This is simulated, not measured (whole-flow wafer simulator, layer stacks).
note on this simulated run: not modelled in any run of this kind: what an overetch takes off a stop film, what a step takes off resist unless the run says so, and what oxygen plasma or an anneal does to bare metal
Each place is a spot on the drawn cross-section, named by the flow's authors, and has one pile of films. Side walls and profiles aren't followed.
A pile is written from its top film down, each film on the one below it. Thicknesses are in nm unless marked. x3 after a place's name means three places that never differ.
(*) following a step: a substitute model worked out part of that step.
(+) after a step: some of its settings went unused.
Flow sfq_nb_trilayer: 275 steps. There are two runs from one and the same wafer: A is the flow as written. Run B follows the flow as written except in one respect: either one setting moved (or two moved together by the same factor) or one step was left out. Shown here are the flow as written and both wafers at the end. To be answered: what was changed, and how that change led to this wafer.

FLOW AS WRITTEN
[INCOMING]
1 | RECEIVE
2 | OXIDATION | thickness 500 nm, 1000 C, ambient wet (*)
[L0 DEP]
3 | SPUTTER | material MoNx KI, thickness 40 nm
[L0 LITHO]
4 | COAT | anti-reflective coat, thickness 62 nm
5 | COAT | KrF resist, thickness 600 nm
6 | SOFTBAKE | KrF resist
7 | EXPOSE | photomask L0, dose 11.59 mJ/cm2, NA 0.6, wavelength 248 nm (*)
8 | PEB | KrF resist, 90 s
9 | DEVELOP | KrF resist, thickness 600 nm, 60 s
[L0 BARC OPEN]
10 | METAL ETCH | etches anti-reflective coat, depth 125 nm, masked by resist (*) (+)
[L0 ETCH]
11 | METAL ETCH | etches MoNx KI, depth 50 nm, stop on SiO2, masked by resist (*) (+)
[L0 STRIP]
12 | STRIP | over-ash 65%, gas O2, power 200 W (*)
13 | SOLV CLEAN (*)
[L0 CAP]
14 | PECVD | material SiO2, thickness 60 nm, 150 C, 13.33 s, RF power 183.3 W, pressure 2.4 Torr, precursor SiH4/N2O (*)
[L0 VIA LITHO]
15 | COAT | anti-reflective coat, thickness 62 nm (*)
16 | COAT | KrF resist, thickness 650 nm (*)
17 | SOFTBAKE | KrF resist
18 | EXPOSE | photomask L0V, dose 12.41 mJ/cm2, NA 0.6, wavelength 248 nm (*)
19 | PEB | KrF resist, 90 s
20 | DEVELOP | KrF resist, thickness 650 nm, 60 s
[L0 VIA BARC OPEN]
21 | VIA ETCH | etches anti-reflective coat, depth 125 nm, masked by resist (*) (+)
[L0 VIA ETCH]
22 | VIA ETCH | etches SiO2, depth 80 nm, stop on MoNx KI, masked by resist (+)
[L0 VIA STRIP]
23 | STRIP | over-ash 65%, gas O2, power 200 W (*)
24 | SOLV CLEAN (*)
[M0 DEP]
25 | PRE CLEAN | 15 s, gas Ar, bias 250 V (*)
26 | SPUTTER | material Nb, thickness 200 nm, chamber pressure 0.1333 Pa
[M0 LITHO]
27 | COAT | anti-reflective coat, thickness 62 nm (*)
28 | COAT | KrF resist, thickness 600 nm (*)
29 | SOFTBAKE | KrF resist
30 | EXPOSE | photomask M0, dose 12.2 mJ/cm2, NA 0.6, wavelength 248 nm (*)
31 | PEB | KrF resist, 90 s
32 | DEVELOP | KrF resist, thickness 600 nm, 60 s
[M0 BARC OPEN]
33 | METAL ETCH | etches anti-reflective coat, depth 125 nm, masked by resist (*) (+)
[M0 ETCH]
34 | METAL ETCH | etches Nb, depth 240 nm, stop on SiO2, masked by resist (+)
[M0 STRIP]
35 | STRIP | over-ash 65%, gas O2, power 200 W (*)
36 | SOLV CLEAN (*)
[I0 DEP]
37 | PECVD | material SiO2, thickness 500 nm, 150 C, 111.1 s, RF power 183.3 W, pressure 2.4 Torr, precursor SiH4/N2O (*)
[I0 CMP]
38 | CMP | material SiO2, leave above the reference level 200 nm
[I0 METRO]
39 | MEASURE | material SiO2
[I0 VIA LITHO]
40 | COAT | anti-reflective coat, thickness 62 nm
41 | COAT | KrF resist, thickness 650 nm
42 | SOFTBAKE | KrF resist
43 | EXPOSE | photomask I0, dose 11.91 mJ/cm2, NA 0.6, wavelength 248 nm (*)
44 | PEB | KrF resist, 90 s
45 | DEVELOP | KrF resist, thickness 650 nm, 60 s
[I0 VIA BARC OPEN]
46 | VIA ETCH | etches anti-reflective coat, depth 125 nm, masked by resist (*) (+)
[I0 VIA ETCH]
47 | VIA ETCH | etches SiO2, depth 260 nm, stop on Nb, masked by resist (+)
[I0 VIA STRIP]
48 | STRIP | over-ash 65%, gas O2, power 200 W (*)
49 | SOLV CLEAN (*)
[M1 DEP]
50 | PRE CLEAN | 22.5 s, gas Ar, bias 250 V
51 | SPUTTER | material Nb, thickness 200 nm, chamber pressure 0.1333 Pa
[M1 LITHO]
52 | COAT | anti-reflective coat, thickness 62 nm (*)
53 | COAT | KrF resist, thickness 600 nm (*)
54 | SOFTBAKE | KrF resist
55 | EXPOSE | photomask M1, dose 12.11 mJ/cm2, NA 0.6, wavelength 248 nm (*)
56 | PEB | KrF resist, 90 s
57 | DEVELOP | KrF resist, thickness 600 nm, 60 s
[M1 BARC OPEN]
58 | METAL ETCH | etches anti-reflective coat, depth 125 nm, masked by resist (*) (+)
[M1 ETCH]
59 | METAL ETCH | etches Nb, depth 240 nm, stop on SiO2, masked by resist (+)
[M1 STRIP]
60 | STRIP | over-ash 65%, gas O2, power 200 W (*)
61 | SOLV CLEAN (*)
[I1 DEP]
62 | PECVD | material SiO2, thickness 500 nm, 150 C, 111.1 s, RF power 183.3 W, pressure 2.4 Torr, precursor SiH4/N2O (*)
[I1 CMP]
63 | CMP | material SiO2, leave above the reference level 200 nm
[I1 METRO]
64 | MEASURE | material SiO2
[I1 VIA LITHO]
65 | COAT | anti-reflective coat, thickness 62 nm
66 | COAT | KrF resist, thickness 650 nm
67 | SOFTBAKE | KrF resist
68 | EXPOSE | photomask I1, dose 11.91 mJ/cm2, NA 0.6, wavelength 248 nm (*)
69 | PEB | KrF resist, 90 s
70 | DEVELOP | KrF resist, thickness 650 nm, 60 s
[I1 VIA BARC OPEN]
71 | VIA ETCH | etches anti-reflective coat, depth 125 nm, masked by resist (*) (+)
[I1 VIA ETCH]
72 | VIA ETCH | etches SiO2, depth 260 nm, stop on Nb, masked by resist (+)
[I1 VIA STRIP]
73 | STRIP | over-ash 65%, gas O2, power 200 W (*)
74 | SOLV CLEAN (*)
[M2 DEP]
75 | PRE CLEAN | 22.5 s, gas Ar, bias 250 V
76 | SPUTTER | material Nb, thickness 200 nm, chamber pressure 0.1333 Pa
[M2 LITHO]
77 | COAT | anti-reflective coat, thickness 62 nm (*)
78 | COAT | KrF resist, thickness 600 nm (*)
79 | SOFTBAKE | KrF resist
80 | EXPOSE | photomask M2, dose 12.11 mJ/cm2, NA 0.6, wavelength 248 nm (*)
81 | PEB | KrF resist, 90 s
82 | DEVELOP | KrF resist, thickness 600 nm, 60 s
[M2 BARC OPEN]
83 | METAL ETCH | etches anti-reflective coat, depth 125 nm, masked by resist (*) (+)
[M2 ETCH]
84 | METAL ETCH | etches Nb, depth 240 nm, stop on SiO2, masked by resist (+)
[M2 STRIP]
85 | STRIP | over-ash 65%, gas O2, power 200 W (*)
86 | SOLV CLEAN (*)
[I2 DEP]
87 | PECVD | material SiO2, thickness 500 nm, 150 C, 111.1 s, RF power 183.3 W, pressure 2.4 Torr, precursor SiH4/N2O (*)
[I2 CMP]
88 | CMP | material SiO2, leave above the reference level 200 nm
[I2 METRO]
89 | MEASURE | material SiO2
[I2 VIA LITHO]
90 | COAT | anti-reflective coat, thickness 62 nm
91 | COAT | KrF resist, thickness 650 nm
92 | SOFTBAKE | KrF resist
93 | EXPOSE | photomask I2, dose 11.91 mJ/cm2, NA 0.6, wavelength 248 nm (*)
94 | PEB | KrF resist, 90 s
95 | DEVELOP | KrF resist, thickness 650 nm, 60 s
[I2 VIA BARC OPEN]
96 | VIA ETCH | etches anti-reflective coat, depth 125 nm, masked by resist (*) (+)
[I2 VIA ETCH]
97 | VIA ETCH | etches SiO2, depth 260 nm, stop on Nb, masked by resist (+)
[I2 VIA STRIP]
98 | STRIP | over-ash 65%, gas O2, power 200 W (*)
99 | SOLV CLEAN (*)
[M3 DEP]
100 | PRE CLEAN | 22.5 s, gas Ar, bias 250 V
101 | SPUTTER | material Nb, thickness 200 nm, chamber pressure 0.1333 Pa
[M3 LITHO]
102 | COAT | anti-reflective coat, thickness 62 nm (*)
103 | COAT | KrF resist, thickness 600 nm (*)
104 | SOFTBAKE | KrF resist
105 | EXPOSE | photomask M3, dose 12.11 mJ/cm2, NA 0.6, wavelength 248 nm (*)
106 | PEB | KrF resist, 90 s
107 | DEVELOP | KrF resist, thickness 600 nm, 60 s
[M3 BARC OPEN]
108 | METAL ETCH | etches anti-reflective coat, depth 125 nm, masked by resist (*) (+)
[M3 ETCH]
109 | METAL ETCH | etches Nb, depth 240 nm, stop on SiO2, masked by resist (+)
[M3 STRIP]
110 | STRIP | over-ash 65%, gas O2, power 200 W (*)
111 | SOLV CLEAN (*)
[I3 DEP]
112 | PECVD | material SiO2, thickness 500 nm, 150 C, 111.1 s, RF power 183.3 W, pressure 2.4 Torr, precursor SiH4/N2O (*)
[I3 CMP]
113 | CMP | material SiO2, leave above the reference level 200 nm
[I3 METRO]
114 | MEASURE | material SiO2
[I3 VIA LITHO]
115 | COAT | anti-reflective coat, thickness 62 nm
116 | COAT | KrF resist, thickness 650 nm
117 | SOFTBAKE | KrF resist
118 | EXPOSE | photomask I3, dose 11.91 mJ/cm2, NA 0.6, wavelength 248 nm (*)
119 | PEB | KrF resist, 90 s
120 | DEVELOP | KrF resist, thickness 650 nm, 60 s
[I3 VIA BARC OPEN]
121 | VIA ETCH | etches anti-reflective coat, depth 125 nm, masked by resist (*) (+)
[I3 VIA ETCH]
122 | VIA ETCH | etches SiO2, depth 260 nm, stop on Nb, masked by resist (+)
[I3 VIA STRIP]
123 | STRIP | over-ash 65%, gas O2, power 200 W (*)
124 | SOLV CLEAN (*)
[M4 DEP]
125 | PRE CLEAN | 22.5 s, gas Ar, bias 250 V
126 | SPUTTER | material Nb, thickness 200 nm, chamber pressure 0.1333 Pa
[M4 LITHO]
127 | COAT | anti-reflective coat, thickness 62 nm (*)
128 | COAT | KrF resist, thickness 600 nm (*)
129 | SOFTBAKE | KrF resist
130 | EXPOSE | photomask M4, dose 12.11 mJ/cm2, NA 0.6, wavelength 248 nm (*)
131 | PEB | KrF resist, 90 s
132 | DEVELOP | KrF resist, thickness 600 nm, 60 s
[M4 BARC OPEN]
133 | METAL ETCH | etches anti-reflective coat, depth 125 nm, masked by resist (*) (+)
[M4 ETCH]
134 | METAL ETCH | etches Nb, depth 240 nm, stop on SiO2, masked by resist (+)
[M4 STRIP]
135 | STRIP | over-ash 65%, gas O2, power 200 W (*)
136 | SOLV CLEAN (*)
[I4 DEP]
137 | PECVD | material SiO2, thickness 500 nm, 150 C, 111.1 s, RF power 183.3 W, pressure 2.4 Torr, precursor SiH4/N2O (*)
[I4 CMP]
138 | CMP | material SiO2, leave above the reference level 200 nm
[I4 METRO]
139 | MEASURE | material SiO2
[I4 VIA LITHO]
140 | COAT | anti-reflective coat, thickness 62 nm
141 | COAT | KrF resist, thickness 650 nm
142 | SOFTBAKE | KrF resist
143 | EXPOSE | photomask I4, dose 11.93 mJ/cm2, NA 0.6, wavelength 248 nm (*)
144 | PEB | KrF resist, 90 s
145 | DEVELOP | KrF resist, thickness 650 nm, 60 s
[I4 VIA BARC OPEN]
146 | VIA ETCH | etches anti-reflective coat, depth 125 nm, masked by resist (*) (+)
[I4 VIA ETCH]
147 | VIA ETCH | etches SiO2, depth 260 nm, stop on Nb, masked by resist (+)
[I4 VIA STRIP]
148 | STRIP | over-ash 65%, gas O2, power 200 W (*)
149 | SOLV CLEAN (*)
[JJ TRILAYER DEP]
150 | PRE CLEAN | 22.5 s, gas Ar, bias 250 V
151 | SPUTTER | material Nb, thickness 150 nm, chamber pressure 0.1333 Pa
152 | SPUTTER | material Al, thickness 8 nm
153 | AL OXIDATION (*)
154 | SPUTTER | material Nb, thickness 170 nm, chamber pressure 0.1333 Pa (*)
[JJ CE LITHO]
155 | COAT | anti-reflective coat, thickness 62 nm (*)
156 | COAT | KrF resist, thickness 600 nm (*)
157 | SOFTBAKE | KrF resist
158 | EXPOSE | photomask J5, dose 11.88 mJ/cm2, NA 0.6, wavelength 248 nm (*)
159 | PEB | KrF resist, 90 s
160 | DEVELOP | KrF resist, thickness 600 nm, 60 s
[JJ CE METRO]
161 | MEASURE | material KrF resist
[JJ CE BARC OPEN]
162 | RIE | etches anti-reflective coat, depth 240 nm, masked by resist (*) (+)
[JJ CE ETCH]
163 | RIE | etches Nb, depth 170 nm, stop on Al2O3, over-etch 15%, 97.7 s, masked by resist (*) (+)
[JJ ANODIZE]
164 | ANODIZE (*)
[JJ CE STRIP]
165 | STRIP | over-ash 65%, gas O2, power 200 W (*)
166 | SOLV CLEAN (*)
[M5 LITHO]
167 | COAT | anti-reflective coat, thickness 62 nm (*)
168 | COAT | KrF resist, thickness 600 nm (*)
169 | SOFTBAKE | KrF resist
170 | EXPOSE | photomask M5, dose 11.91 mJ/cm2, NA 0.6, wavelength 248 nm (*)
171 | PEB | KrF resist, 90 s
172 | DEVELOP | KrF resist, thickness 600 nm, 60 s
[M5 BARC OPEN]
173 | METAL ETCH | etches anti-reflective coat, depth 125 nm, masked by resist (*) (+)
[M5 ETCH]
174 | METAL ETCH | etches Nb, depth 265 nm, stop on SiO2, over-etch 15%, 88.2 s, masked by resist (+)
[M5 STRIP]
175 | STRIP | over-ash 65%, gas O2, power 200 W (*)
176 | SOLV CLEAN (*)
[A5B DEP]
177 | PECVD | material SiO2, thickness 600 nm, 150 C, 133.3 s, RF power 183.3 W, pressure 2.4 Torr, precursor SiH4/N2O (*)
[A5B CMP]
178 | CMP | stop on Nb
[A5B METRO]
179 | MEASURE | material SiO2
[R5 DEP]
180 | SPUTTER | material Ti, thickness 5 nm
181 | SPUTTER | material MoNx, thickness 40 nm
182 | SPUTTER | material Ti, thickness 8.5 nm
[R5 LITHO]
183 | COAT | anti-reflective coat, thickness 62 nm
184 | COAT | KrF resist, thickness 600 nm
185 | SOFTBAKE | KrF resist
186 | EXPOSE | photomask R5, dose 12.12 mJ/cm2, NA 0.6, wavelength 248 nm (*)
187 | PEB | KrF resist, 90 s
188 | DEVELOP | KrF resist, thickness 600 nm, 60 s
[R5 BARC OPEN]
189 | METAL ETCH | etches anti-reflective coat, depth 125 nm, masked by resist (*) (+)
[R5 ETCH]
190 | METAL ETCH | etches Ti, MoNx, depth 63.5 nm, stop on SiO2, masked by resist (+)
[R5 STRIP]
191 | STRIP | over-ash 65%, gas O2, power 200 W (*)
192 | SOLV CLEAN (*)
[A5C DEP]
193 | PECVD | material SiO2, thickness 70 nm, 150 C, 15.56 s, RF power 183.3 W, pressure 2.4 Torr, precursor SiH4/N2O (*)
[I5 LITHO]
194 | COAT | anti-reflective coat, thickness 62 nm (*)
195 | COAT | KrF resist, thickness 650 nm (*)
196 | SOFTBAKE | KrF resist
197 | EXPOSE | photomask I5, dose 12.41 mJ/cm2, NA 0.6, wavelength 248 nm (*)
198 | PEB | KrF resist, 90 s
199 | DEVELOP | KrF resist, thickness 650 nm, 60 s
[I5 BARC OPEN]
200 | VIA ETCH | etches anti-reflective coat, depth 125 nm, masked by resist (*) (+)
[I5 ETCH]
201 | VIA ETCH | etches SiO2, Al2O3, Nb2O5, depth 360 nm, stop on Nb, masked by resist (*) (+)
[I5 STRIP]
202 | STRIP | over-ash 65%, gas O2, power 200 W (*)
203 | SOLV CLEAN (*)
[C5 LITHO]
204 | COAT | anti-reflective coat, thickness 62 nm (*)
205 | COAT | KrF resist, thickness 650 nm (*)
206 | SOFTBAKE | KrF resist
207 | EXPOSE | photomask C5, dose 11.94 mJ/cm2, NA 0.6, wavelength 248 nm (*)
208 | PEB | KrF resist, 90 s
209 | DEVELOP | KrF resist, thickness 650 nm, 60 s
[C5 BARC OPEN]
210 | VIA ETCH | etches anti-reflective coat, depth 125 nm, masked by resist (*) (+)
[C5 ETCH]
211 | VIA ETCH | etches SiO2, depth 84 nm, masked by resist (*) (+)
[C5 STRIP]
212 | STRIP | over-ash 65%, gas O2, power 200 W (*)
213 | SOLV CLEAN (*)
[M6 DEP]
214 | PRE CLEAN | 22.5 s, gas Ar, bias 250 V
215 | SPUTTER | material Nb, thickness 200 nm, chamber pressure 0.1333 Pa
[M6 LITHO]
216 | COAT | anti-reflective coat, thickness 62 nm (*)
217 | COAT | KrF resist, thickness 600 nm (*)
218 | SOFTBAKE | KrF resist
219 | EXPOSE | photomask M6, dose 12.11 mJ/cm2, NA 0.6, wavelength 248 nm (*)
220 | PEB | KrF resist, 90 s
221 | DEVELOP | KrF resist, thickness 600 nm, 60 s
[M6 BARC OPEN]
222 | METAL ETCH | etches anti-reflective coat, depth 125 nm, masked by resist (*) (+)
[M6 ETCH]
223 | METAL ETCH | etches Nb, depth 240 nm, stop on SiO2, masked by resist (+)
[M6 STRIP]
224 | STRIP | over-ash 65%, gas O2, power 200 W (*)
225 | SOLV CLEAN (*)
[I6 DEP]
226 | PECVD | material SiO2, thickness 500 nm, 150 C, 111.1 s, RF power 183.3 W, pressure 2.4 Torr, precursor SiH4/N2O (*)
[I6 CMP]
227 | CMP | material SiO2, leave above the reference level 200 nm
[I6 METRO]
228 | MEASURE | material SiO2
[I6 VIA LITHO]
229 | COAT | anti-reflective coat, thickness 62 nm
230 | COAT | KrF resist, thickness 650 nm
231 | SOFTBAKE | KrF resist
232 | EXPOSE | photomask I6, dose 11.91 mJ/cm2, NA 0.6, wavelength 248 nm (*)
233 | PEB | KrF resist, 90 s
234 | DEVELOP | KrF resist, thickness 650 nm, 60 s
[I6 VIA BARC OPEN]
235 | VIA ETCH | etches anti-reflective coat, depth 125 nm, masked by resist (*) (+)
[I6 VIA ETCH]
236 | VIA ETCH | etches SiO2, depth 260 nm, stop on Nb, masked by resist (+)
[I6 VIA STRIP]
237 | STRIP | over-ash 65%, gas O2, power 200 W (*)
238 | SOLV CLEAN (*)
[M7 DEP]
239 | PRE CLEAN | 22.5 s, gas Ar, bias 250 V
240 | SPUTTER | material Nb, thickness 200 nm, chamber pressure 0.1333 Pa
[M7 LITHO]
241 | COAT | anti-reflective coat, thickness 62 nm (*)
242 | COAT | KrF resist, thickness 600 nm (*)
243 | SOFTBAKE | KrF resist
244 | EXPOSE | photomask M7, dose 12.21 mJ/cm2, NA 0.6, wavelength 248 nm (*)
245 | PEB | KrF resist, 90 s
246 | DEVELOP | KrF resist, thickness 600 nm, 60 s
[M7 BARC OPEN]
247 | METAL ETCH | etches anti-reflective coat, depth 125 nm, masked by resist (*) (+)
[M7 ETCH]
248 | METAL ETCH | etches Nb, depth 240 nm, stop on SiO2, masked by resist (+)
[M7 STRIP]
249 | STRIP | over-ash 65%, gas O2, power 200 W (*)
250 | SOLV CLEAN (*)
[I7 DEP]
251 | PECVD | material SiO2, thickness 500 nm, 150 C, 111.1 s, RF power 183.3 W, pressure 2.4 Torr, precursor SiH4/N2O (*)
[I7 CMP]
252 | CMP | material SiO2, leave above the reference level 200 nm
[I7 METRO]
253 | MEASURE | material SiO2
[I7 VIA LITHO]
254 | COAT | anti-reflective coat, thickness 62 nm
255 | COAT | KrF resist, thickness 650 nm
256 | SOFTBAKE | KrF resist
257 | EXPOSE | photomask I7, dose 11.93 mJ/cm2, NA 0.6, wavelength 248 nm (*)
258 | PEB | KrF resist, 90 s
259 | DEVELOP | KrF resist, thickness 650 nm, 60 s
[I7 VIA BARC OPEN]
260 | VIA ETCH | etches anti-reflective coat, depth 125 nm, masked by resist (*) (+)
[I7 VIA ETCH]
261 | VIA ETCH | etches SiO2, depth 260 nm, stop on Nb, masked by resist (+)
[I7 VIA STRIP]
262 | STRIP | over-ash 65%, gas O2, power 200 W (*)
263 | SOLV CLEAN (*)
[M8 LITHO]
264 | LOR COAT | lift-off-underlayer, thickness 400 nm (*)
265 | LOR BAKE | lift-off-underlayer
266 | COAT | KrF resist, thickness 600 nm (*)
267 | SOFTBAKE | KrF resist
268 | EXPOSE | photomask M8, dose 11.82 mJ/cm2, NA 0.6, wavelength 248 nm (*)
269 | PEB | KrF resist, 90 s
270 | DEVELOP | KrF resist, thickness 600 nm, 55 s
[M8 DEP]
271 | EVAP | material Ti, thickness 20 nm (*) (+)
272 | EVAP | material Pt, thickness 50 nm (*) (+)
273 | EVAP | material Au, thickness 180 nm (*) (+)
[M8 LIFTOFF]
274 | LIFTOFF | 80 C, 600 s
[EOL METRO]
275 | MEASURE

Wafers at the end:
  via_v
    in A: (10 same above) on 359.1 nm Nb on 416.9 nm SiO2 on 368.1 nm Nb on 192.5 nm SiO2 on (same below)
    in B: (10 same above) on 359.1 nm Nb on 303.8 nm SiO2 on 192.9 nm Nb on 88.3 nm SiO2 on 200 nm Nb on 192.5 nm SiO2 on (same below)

What caused this: step 72, VIA ETCH: depth 104 nm was run, though the flow has depth 260 nm.

Step by step, how the change led to this:
  72 | VIA ETCH | etches SiO2, depth 260 nm, stop on Nb, masked by resist (+)
      via_v: A -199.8 SiO2 (all of it) | B -104 SiO2
      field_l, v_sur, via_wl and 102 more: A -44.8 KrF resist | B -17.9 KrF resist
  73 | STRIP | over-ash 65%, gas O2, power 200 W (*)
      field_l, v_sur, via_wl and 102 more: A -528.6 KrF resist (all of it), -62 anti-reflective coat (all of it) | B -555.5 KrF resist (all of it), -62 anti-reflective coat (all of it)
  75 | PRE CLEAN | 22.5 s, gas Ar, bias 250 V
      via_v: A -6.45 Nb | B -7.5 SiO2
  76 | SPUTTER | material Nb, thickness 200 nm, chamber pressure 0.1333 Pa
      via_v: A +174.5 Nb | B +192.9 Nb (new film)
  77 | COAT | anti-reflective coat, thickness 62 nm (*)
      via_v: A +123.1 anti-reflective coat (new film) | B +105.1 anti-reflective coat (new film)
      wire: A +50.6 anti-reflective coat (new film) | B +48.9 anti-reflective coat (new film)
  78 | COAT | KrF resist, thickness 600 nm (*)
      via_v: A +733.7 KrF resist (new film) | B +653.1 KrF resist (new film)
  85 | STRIP | over-ash 65%, gas O2, power 200 W (*)
      via_sp: A -374.4 KrF resist (all of it), -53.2 anti-reflective coat (all of it) | B -382.6 KrF resist (all of it), -52.3 anti-reflective coat (all of it)
      via_v: A -515.8 KrF resist (all of it), -123.1 anti-reflective coat (all of it) | B -435.4 KrF resist (all of it), -105.1 anti-reflective coat (all of it)
      (and at 1 other place as well)
  87 | PECVD | material SiO2, thickness 500 nm, 150 C, 111.1 s, RF power 183.3 W, pressure 2.4 Torr, precursor SiH4/N2O (*)
      via_v: A +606 SiO2 (new film) | B +500 SiO2 (new film)
  88 | CMP | material SiO2, leave above the reference level 200 nm
      via_v: A -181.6 SiO2 | B -188.7 SiO2
If metal films that touch count as one body, via_v has 7 bodies (between them, from the top down: SiO2 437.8; SiO2 209 / Al2O3 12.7 / Nb2O5 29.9; SiO2 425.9; SiO2 303.8; SiO2 88.3; SiO2 192.5); the flow as written gives 6 bodies (between them, from the top down: SiO2 437.8; SiO2 209 / Al2O3 12.7 / Nb2O5 29.9; SiO2 425.9; SiO2 416.9; SiO2 192.5).
